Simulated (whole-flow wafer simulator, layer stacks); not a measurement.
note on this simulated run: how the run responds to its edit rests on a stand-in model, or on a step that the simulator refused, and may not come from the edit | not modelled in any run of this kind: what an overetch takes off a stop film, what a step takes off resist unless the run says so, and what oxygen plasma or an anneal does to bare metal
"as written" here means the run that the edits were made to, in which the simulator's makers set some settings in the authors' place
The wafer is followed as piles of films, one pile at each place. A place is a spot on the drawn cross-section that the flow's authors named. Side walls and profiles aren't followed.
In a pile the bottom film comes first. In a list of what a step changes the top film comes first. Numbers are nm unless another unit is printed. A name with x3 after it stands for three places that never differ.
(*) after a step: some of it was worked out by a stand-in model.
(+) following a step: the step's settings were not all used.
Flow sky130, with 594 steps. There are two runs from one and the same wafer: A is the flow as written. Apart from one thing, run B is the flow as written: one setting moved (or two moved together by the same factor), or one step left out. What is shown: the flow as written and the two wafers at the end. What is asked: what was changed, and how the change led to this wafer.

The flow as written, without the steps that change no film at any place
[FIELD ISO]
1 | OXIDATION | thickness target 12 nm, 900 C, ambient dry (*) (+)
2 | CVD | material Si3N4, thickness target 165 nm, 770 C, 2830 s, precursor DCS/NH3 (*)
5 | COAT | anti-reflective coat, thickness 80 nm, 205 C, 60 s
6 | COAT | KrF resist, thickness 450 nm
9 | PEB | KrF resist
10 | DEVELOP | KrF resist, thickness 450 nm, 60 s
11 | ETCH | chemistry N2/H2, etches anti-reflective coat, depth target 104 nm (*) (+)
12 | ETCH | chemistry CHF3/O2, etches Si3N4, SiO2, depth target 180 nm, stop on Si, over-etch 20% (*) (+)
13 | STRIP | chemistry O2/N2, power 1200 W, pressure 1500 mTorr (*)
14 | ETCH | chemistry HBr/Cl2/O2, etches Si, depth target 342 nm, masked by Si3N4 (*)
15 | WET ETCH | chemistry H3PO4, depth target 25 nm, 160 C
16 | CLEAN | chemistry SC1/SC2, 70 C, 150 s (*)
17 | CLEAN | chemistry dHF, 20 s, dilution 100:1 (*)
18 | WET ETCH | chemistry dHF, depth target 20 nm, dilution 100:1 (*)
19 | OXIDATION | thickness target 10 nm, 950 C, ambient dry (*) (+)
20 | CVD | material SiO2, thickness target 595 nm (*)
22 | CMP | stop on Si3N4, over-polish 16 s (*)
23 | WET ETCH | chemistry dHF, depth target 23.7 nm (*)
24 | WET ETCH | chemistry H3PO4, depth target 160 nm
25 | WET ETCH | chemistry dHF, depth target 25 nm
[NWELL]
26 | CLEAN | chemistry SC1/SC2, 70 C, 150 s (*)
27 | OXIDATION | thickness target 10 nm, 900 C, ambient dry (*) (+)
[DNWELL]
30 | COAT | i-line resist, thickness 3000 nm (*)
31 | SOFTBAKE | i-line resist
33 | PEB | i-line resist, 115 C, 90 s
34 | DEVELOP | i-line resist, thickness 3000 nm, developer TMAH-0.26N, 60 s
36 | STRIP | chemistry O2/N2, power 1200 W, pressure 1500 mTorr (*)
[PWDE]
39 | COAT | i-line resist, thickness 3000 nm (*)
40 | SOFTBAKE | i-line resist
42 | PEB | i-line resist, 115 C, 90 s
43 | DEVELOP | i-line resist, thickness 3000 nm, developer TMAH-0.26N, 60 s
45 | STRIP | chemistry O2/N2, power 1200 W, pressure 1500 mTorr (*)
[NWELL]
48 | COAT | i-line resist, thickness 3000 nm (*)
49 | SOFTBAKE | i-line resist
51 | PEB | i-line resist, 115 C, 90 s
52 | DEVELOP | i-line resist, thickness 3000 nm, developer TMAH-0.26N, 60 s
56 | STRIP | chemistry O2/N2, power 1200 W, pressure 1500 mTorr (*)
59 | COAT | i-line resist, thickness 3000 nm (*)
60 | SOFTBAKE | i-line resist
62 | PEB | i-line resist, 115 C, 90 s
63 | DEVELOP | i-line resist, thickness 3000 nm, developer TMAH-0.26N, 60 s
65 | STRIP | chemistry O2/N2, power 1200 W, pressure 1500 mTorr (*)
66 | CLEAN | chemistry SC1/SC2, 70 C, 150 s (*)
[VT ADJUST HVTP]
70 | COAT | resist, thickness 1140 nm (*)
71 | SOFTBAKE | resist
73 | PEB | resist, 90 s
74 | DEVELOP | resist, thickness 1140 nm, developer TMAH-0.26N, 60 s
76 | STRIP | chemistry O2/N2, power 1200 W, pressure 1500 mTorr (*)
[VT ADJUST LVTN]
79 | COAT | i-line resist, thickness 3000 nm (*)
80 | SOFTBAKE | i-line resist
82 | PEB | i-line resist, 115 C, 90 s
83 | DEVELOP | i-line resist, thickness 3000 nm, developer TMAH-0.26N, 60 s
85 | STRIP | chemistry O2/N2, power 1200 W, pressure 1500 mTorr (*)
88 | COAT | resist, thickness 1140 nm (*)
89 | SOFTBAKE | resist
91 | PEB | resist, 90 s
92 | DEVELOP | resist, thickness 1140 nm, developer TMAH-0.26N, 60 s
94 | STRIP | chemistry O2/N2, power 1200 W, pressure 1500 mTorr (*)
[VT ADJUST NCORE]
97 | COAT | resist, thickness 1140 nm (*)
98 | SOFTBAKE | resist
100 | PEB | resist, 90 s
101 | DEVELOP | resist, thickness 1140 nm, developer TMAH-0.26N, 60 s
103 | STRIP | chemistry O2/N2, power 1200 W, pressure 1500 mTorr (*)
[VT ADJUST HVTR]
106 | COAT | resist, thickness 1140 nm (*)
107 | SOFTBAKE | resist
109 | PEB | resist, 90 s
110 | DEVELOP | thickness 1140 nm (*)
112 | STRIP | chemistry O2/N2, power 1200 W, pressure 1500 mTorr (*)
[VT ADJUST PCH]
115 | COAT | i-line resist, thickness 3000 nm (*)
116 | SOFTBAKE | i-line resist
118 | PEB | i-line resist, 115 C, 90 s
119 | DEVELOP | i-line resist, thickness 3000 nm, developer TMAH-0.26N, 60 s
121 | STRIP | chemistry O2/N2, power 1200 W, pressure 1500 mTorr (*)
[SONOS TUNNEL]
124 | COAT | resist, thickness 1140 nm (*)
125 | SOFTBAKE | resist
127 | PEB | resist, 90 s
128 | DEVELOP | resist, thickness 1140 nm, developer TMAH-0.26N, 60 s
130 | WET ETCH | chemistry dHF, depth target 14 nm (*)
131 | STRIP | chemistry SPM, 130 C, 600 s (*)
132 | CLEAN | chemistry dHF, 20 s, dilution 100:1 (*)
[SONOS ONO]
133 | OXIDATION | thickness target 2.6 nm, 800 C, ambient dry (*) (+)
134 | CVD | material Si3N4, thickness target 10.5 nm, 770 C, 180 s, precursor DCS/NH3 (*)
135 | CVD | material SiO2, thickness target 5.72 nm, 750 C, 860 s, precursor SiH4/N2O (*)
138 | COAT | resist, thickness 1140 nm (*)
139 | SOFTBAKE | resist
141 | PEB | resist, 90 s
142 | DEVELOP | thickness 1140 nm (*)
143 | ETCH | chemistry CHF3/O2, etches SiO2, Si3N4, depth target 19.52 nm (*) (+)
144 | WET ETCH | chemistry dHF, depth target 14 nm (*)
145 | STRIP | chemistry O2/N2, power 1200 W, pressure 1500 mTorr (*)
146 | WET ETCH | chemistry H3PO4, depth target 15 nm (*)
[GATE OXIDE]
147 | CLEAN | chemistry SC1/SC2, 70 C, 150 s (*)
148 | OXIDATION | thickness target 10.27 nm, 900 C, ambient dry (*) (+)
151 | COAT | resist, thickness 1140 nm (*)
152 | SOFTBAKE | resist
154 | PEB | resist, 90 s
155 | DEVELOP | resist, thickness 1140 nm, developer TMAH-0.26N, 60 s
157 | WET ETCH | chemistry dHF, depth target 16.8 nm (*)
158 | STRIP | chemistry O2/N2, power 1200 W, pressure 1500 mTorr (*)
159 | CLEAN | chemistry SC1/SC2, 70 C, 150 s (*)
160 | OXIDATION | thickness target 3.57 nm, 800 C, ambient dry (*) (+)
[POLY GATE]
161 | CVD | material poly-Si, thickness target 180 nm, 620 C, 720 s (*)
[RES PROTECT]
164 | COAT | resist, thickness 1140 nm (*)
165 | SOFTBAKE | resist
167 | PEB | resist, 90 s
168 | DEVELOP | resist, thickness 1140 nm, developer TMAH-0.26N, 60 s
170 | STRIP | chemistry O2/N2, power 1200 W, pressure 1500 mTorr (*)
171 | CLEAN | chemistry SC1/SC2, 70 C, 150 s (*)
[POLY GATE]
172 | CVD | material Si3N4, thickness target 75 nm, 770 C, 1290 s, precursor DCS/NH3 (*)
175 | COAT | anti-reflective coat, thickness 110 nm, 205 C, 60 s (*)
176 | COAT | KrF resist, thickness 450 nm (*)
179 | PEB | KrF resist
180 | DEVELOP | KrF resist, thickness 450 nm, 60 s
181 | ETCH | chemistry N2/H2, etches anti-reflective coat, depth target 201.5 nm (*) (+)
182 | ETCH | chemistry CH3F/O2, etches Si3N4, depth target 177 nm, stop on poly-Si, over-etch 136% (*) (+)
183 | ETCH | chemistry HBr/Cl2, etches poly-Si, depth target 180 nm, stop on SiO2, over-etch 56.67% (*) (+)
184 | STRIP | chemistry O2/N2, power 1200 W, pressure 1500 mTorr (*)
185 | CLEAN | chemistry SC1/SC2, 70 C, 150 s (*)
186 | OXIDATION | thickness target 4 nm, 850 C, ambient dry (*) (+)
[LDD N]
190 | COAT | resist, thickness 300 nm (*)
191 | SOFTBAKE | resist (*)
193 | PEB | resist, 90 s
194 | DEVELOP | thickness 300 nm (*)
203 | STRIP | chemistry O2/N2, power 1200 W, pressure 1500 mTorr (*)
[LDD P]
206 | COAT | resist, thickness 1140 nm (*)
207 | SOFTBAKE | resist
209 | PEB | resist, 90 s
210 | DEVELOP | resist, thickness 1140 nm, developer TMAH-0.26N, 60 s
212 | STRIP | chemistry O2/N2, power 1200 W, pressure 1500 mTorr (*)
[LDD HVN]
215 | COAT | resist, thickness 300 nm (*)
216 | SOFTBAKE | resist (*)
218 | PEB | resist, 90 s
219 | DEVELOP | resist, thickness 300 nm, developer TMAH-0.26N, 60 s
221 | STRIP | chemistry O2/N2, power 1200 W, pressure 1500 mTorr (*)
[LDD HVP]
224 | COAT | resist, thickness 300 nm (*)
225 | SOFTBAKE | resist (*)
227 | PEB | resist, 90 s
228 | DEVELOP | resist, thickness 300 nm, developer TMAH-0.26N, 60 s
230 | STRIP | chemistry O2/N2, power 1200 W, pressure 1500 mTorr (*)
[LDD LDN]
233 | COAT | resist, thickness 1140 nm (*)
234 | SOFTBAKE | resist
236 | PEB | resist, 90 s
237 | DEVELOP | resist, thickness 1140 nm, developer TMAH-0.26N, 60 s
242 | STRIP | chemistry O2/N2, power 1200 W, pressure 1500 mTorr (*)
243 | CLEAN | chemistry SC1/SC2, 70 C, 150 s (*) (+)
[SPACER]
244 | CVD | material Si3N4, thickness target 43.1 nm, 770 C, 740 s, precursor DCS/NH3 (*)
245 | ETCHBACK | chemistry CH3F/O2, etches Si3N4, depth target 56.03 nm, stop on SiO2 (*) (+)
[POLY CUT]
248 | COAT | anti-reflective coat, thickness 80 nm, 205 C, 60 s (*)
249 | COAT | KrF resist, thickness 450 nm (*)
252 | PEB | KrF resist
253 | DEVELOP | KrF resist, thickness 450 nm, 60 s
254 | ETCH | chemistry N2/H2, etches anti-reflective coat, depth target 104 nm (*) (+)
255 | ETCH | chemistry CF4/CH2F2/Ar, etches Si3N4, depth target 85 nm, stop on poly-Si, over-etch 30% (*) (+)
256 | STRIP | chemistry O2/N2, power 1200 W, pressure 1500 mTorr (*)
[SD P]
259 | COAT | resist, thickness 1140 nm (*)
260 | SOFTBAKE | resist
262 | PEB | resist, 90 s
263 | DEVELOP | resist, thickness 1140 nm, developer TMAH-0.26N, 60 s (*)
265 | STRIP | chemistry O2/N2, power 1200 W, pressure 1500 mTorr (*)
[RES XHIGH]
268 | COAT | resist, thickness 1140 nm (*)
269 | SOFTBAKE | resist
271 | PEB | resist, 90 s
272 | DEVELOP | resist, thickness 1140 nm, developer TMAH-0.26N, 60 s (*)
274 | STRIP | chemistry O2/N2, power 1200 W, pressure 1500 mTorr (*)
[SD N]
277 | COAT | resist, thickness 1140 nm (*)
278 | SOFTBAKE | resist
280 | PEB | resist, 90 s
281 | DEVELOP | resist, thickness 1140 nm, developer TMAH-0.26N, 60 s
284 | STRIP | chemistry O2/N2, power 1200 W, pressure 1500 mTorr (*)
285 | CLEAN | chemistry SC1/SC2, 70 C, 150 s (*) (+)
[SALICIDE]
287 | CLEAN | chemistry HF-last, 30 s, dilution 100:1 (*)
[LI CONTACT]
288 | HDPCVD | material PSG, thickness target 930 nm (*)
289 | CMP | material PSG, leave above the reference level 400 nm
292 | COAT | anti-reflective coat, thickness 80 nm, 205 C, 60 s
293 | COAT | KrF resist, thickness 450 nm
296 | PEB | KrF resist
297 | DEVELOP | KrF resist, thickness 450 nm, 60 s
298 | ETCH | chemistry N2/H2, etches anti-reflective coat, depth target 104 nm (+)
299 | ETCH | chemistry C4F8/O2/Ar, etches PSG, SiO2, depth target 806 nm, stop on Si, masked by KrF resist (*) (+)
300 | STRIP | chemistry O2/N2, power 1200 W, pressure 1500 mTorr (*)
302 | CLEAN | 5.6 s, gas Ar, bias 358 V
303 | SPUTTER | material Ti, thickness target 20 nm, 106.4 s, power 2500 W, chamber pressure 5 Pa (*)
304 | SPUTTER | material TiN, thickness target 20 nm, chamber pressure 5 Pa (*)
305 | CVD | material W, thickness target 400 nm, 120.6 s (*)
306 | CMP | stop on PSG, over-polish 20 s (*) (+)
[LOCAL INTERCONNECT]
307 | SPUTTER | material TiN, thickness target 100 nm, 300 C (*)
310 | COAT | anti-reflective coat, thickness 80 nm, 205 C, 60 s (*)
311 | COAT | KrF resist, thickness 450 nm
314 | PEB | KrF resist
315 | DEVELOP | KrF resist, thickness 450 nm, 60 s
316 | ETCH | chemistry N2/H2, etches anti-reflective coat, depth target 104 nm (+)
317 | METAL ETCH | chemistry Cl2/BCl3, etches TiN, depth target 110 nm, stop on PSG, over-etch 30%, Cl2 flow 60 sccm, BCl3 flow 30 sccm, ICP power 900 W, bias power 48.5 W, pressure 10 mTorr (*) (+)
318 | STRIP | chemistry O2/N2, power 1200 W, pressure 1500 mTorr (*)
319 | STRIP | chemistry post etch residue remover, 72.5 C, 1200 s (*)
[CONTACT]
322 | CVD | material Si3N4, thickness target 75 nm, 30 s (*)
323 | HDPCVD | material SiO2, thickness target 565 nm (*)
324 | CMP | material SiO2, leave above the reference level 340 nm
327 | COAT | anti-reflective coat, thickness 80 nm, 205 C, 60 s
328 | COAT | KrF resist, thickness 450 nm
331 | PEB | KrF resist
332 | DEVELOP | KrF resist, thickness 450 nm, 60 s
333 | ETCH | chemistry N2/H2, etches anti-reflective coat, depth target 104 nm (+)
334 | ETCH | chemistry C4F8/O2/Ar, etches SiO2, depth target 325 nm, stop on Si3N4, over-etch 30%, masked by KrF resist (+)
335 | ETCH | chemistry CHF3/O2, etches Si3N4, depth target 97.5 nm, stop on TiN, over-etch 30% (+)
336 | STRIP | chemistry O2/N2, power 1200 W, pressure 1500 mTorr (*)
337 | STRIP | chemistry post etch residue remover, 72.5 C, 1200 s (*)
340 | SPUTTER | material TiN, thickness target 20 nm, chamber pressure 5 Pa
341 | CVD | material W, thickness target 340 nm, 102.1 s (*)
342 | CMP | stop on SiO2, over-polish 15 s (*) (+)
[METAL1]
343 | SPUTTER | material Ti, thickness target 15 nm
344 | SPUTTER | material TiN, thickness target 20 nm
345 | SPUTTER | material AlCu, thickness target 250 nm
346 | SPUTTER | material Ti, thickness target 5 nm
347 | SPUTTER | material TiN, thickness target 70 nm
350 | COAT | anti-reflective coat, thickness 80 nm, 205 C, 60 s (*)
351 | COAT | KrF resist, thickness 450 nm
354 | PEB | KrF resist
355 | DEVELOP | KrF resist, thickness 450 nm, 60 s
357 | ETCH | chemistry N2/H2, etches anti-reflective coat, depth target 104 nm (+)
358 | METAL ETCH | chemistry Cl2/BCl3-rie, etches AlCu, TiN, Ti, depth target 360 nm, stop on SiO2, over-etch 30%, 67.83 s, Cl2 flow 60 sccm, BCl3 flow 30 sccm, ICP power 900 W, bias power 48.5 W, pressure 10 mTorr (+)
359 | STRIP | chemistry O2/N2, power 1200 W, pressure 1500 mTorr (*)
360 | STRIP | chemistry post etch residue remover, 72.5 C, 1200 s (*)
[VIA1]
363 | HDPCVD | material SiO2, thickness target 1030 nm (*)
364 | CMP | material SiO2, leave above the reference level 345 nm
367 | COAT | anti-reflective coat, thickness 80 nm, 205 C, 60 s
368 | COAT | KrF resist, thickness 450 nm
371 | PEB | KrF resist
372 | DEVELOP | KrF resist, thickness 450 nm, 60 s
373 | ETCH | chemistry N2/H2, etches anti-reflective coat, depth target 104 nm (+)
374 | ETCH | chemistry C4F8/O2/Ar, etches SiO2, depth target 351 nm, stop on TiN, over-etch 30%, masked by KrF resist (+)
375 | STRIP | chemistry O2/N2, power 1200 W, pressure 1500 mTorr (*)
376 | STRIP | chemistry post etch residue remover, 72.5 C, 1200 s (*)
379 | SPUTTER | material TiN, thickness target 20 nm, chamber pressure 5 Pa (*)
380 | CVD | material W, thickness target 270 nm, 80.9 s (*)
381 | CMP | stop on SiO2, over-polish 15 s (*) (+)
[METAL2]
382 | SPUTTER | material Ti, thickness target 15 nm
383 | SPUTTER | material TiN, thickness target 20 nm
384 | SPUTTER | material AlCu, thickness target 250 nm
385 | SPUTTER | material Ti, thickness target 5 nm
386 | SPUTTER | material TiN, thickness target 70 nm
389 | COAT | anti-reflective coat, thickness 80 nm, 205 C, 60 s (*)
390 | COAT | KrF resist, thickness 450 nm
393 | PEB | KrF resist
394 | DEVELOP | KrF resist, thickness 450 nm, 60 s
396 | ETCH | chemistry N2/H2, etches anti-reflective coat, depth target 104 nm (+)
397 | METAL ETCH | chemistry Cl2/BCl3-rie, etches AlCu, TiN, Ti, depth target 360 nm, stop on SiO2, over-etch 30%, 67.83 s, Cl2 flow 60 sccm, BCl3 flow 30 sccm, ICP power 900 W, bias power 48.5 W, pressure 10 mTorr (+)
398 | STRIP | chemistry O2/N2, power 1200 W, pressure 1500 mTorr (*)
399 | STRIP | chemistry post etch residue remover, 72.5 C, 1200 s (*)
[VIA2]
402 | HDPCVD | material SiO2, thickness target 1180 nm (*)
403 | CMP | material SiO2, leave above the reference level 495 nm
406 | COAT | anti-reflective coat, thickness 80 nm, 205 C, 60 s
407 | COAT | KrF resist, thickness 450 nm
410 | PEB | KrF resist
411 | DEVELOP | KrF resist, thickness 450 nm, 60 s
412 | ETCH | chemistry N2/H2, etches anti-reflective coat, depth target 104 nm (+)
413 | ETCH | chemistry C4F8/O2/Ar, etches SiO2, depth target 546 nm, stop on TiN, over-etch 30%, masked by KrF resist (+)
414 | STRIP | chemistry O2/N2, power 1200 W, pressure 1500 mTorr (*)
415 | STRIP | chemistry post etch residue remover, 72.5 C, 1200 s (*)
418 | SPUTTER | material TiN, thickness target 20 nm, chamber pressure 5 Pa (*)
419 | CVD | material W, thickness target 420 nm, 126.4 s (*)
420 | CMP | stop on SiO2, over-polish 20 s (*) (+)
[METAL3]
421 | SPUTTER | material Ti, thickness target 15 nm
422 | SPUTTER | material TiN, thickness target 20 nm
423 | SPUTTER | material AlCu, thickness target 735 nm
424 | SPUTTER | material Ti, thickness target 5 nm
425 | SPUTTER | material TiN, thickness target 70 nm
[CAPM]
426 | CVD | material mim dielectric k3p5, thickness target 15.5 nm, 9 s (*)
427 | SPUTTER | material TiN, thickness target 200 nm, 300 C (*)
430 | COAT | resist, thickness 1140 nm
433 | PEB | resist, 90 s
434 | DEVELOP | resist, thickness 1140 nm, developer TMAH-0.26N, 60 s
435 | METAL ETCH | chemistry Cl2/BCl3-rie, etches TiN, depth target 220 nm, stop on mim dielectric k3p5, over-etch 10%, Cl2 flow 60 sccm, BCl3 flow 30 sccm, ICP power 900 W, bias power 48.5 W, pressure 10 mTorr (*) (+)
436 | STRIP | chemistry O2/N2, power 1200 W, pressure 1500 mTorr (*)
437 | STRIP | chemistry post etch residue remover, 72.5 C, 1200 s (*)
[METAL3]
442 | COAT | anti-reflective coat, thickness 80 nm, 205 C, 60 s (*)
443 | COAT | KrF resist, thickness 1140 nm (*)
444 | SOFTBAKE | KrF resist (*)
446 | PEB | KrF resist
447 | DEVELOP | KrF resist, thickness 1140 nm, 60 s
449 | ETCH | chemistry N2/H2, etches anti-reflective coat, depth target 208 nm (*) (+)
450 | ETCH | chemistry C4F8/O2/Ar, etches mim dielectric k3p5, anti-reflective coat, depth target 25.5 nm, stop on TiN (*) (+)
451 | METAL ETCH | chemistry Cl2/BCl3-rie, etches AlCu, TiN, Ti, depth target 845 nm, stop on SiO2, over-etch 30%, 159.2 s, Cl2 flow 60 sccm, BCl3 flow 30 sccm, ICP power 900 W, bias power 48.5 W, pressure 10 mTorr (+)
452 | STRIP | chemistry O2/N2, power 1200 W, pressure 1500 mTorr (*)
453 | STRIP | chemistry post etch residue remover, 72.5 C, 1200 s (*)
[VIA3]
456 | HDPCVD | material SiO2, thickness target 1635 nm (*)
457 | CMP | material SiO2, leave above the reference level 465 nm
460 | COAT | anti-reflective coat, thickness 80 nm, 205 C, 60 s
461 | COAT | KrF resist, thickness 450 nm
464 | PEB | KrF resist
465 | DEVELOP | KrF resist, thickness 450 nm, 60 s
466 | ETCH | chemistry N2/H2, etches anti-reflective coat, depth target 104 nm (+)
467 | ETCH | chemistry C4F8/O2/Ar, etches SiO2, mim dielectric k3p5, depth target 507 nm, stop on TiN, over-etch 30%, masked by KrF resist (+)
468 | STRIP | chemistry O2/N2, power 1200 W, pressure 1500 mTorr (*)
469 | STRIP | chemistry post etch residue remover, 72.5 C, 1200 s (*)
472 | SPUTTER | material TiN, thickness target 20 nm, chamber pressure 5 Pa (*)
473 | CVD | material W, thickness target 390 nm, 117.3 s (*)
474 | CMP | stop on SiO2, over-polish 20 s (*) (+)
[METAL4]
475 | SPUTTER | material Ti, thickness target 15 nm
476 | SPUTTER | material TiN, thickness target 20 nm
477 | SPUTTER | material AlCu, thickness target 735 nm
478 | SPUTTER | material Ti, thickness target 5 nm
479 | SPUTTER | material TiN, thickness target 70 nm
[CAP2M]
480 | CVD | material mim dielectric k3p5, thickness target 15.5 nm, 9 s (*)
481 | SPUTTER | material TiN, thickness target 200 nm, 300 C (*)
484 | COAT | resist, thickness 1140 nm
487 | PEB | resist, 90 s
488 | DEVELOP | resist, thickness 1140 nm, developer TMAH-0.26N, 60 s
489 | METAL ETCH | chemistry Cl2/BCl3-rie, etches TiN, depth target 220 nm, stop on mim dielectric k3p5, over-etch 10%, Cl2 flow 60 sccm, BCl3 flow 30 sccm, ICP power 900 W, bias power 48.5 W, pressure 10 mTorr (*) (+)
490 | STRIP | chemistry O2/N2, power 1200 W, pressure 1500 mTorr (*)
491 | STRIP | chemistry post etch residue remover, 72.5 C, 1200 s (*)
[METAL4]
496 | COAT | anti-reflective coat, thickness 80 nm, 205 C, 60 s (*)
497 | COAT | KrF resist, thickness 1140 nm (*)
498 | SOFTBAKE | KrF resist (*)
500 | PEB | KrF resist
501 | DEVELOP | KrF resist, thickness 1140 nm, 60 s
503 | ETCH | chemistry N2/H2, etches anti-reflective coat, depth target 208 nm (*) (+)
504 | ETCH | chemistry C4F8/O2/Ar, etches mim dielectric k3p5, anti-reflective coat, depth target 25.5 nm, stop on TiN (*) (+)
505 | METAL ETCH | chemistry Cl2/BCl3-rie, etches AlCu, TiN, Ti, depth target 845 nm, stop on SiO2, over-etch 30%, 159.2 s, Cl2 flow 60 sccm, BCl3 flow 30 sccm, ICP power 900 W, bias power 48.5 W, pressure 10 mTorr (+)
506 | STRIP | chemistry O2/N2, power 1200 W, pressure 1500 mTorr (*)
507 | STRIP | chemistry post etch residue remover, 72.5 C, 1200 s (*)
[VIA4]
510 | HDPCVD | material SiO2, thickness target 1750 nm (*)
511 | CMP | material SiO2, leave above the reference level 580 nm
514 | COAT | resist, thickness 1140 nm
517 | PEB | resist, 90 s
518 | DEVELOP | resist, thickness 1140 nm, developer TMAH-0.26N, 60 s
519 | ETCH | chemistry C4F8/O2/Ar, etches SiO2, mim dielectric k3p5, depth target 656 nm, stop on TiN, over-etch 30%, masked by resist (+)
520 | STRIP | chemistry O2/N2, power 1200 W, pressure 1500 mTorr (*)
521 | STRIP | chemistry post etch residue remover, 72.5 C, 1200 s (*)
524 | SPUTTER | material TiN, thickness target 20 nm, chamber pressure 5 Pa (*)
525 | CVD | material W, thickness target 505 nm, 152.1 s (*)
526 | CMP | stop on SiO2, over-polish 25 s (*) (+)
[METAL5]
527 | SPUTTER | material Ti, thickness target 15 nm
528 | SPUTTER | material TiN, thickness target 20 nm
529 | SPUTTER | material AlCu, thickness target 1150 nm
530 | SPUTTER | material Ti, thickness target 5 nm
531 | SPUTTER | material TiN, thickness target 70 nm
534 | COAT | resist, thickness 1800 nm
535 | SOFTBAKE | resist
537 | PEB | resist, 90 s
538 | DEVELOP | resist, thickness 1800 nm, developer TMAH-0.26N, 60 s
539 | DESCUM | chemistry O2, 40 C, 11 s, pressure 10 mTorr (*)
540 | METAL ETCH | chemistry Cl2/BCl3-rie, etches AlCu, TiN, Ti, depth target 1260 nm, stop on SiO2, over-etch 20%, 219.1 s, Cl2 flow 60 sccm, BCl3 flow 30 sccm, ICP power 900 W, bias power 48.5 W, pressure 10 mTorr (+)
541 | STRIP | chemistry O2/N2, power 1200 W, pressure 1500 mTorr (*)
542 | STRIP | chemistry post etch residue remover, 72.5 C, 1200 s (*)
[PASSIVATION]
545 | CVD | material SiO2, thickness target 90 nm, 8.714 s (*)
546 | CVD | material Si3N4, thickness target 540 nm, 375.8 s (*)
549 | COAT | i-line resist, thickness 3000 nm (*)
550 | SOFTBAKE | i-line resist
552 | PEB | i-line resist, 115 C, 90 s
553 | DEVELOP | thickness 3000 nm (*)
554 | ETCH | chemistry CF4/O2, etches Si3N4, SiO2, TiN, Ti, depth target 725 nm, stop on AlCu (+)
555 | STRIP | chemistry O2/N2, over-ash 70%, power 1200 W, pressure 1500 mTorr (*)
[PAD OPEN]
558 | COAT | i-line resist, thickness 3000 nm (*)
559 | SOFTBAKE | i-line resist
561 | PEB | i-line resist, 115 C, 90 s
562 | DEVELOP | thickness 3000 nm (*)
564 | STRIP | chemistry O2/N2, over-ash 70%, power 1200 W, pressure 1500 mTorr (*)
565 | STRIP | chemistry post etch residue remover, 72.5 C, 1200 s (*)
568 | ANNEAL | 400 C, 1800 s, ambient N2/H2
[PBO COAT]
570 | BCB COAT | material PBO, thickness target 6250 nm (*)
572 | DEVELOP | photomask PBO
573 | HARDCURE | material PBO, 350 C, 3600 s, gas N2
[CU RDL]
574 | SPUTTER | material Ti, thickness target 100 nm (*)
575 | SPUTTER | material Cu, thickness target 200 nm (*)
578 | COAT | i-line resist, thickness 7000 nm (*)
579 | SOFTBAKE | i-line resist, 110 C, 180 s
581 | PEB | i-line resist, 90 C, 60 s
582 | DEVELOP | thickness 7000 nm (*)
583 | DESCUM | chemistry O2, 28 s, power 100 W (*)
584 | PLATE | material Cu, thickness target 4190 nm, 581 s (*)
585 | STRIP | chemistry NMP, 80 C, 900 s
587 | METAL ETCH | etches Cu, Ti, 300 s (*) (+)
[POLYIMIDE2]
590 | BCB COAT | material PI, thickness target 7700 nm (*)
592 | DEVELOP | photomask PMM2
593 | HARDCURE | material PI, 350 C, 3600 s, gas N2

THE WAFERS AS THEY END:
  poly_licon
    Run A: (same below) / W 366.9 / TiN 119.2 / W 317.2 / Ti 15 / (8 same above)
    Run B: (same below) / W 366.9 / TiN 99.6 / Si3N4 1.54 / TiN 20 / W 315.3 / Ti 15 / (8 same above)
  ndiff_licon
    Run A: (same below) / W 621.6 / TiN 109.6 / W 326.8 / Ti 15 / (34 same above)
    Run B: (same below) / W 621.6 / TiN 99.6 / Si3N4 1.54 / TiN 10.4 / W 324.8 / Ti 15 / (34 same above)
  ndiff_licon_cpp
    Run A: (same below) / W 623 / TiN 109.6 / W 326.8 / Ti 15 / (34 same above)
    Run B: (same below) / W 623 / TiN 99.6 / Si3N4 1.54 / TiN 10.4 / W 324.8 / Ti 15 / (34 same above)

Cause: step 335, ETCH: depth target 73.1 nm was run, though the flow has depth target 97.5 nm.

How this came from the change, step by step:
  335 | ETCH | chemistry CHF3/O2, etches Si3N4, depth target 97.5 nm, stop on TiN, over-etch 30% (+)
      poly_licon, ndiff_licon, ndiff_licon_cpp, rpo_hd_licon: A Si3N4 loses 75 (all of it) | B Si3N4 loses 73.1
      field, active, n_well and 184 more: A KrF resist loses 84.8 | B KrF resist loses 63.6
  336 | STRIP | chemistry O2/N2, power 1200 W, pressure 1500 mTorr (*)
      field, active, n_well and 184 more: A KrF resist loses 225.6 (all of it), anti-reflective coat loses 80 (all of it) | B KrF resist loses 246.9 (all of it), anti-reflective coat loses 80 (all of it)
  340 | SPUTTER | material TiN, thickness target 20 nm, chamber pressure 5 Pa
      ndiff_licon, ndiff_licon_cpp, rpo_hd_licon: A TiN gains 10.4 | B TiN gains 10.4 (new film)
      poly_licon: A TiN gains 20 | B TiN gains 20 (new film)
  342 | CMP | stop on SiO2, over-polish 15 s (*) (+)
      poly_licon: A W loses 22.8 | B W loses 24.7
Taking metal films that touch as one body, poly_licon has 3 bodies (between them, from the top down: Si3N4 1.54; void 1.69); the flow as written gives 2 bodies (between them, from the top down: void 1.69).
Taking metal films that touch as one body, ndiff_licon has 7 bodies (between them, from the top down: SiO2 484 / mim dielectric k3p5 15.5; SiO2 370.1 / mim dielectric k3p5 15.5; SiO2 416; SiO2 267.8; Si3N4 1.54; void 1.67); the flow as written gives 6 bodies (between them, from the top down: SiO2 484 / mim dielectric k3p5 15.5; SiO2 370.1 / mim dielectric k3p5 15.5; SiO2 416; SiO2 267.8; void 1.67).
Taking metal films that touch as one body, ndiff_licon_cpp has 7 bodies (between them, from the top down: SiO2 484 / mim dielectric k3p5 15.5; SiO2 370.1 / mim dielectric k3p5 15.5; SiO2 416; SiO2 267.8; Si3N4 1.54; void 1.67); the flow as written gives 6 bodies (between them, from the top down: SiO2 484 / mim dielectric k3p5 15.5; SiO2 370.1 / mim dielectric k3p5 15.5; SiO2 416; SiO2 267.8; void 1.67).
